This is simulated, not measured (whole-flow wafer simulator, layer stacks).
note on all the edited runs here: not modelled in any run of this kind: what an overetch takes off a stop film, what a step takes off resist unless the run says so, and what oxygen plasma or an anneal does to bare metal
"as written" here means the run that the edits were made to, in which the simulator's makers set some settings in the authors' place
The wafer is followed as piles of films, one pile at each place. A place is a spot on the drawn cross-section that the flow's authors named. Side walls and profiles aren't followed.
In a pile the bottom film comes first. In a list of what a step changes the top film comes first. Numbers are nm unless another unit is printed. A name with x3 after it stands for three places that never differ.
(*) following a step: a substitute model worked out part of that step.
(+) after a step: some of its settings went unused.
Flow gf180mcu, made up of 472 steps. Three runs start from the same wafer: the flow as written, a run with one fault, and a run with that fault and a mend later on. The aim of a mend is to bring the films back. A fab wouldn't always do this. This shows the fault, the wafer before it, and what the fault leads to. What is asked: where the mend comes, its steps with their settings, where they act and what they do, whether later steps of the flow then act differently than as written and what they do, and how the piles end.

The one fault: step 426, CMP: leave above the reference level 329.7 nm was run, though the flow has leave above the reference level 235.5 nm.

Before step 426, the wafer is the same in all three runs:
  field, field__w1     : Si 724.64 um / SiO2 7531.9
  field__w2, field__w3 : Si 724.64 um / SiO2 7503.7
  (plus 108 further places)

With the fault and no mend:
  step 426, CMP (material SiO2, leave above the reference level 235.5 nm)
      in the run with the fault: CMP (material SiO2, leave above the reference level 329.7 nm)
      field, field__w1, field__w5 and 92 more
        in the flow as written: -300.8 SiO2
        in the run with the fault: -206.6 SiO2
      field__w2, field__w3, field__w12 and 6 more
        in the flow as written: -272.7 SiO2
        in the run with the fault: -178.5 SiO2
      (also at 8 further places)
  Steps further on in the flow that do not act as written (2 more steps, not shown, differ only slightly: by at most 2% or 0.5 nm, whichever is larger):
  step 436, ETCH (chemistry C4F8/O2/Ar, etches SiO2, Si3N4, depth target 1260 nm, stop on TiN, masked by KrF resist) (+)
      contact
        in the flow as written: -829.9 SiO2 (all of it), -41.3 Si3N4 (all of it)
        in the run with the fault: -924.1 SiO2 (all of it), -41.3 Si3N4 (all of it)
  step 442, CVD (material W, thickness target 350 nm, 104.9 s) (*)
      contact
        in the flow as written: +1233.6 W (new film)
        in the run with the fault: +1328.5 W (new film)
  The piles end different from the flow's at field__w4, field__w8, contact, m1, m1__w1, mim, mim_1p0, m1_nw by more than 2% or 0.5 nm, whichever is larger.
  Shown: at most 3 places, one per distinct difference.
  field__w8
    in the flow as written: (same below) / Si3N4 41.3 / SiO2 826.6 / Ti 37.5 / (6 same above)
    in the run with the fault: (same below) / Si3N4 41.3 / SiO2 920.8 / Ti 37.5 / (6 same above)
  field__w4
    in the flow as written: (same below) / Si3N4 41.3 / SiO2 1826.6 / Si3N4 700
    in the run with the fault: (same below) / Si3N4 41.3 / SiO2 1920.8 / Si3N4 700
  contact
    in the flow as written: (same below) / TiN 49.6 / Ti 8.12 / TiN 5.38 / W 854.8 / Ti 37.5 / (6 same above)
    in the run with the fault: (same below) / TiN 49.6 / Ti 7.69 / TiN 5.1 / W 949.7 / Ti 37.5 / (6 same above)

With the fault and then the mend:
  The mend follows step 426.
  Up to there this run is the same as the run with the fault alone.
  step 426a, CMP (material SiO2, leave above the reference level 235.5 nm) (a further turn of the flow's step 426)
      field, field__w1, field__w2 and 109 more
        -94.2 SiO2
  Every later step of the flow that is run acts as written at every place that is followed.
  By the end, the piles equal the flow's at every place that both follow.
